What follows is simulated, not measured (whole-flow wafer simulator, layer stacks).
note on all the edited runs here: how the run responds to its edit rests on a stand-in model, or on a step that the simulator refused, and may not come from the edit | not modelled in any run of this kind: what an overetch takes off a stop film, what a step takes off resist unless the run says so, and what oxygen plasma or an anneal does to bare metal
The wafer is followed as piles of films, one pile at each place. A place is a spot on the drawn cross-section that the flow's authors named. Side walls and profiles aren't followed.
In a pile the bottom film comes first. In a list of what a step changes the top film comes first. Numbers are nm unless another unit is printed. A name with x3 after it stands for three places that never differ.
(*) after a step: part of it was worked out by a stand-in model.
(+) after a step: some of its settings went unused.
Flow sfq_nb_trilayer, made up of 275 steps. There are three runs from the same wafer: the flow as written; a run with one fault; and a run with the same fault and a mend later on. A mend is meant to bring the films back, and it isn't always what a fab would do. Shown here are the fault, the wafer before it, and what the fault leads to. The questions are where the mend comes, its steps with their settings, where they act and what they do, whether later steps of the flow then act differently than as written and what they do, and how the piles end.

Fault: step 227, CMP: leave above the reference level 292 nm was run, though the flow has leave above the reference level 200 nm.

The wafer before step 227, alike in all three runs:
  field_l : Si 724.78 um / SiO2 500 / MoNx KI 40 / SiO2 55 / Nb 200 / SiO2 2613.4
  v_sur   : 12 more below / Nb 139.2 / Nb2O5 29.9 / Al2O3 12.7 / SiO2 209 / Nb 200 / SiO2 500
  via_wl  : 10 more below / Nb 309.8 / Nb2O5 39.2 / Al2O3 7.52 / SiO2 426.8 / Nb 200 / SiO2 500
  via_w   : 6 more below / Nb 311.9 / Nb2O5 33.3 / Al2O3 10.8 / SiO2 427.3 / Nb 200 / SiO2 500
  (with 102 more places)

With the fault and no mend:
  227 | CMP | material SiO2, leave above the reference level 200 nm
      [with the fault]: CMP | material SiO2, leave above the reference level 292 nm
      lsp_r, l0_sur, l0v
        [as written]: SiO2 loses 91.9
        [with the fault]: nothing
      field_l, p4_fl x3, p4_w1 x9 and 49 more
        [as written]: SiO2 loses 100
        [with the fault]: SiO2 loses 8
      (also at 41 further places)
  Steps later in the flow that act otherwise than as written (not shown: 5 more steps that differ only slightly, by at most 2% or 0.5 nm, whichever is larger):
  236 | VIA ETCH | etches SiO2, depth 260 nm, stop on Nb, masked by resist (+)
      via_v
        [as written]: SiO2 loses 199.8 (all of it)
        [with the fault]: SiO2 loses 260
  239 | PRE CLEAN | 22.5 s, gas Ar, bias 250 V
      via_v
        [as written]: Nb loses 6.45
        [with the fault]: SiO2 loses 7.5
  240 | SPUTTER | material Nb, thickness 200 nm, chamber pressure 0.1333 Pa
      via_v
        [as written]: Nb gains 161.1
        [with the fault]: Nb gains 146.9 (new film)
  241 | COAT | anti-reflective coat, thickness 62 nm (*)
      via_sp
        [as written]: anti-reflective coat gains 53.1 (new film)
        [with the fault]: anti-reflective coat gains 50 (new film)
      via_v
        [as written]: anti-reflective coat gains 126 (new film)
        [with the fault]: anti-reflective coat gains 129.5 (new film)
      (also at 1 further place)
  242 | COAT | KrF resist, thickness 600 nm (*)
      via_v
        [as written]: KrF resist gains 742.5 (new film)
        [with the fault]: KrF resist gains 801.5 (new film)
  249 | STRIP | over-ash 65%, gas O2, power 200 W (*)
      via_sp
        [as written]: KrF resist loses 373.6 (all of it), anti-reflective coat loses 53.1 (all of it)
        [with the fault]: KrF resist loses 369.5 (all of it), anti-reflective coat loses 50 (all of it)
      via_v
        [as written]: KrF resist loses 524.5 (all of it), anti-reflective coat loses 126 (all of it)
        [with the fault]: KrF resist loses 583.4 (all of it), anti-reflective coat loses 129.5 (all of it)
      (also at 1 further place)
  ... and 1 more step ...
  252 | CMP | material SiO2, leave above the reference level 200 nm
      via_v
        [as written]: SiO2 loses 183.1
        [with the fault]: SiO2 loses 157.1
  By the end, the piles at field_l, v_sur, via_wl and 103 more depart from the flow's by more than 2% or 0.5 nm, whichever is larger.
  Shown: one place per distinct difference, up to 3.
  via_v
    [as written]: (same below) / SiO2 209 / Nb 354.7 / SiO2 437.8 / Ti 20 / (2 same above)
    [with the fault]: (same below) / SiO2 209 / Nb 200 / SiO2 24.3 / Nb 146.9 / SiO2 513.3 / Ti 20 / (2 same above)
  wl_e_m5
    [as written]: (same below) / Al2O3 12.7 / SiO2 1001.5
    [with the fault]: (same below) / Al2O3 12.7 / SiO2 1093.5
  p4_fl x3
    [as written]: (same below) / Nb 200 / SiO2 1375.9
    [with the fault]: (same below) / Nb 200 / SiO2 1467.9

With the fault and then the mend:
  The mend follows step 234.
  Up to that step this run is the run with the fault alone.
  234a | STRIP | over-ash 65%, gas O2, power 200 W (*)
      field_l, v_sur, via_wl and 102 more
        KrF resist loses 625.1 (all of it), anti-reflective coat loses 62 (all of it)
      via_v
        anti-reflective coat loses 62 (all of it)
  234b | CMP | material SiO2, leave above the reference level 200 nm (the flow's step 227, run once more)
      field_l, v_sur, via_wl and 100 more
        SiO2 loses 92
      lsp_r, l0_sur, l0v
        SiO2 loses 91.9
  234c | COAT | anti-reflective coat, thickness 62 nm (the flow's step 229, run once more)
      field_l, v_sur, via_wl and 103 more
        anti-reflective coat gains 62 (new film)
  234d | COAT | KrF resist, thickness 650 nm (the flow's step 230, run once more)
      field_l, v_sur, via_wl and 103 more
        KrF resist gains 650 (new film)
  234e | SOFTBAKE | KrF resist (the flow's step 231, run once more)
      alters no film at any place that is followed
  234f | EXPOSE | photomask I6, dose 11.91 mJ/cm2, NA 0.6, wavelength 248 nm (*) (the flow's step 232, run once more)
      alters no film at any place that is followed
  234g | PEB | KrF resist, 90 s (the flow's step 233, run once more)
      field_l, v_sur, via_wl and 103 more
        KrF resist loses 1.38
  234h | DEVELOP | KrF resist, thickness 650 nm, 60 s (the flow's step 234, run once more)
      field_l, v_sur, via_wl and 102 more
        KrF resist loses 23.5
      via_v
        KrF resist loses 648.6 (all of it)
  Every later step of the flow that is run acts as written at every place that is followed.
  The piles end the same as the flow's at every place that both follow.
